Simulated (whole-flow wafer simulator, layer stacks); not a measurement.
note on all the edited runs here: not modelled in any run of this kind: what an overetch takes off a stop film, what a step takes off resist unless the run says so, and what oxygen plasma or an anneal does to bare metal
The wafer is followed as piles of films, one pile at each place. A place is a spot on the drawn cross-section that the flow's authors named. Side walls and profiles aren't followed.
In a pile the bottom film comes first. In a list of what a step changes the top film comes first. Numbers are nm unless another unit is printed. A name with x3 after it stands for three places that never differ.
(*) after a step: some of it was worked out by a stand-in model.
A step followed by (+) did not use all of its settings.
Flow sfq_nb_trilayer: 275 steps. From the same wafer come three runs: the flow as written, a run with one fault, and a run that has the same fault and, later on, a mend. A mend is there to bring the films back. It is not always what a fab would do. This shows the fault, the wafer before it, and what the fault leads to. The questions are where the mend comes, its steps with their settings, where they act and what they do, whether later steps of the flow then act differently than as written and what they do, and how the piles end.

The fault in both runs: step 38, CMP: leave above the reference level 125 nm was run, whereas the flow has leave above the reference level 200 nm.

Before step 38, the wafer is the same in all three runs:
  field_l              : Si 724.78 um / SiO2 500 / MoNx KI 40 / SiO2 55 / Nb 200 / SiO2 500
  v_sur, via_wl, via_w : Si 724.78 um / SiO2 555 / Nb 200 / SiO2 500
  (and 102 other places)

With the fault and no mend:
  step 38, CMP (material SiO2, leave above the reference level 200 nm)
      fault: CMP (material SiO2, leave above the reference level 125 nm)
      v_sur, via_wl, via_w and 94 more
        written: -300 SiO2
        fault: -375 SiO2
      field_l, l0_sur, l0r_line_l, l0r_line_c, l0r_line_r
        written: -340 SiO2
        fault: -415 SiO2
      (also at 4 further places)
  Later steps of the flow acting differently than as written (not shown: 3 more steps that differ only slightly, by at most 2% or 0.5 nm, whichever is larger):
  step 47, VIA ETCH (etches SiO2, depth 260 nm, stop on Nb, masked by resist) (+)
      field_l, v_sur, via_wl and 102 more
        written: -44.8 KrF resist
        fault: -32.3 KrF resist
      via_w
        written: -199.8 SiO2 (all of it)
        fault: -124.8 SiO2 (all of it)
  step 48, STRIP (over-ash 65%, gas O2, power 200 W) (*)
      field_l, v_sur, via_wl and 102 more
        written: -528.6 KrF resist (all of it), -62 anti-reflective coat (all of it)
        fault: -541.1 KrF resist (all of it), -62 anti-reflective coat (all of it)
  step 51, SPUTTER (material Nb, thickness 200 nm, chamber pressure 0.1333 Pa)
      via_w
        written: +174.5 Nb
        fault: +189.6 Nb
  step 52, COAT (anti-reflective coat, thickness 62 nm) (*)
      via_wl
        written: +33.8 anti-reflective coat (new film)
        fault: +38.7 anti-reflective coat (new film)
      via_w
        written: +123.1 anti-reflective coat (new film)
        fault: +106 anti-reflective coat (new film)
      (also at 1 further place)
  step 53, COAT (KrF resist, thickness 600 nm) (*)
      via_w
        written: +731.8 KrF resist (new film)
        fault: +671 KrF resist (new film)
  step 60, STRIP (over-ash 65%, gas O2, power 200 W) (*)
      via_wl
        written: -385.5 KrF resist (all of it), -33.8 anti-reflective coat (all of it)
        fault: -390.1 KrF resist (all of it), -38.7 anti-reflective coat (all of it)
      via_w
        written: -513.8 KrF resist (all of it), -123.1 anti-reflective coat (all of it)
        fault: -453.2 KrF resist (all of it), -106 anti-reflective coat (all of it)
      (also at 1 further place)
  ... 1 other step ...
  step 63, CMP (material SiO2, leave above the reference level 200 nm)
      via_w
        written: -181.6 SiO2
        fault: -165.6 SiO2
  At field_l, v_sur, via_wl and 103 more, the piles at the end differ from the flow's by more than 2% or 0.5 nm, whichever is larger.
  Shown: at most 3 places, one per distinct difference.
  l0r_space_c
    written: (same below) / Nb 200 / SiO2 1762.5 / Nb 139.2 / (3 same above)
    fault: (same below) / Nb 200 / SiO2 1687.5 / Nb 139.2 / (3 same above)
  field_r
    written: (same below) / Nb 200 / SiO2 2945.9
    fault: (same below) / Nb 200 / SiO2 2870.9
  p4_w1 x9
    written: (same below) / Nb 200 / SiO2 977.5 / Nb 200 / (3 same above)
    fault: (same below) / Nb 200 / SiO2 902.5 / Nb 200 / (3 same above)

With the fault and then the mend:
  After step 39 comes the mend.
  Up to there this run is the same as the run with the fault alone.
  step 39a, PECVD (material SiO2, thickness 75 nm, 150 C, 16.67 s, RF power 183.3 W, pressure 2.4 Torr, precursor SiH4/N2O) (the flow's step 37 again, with other settings)
      field_l, v_sur, via_wl and 103 more
        +75 SiO2
  Every later step of the flow that is run acts as written, at every place that is followed, to within 2% or 0.5 nm, whichever is larger.
  When the end is reached, the piles differ only a little from the flow's at the places that both follow, at most by 2% or 0.5 nm, whichever is larger.
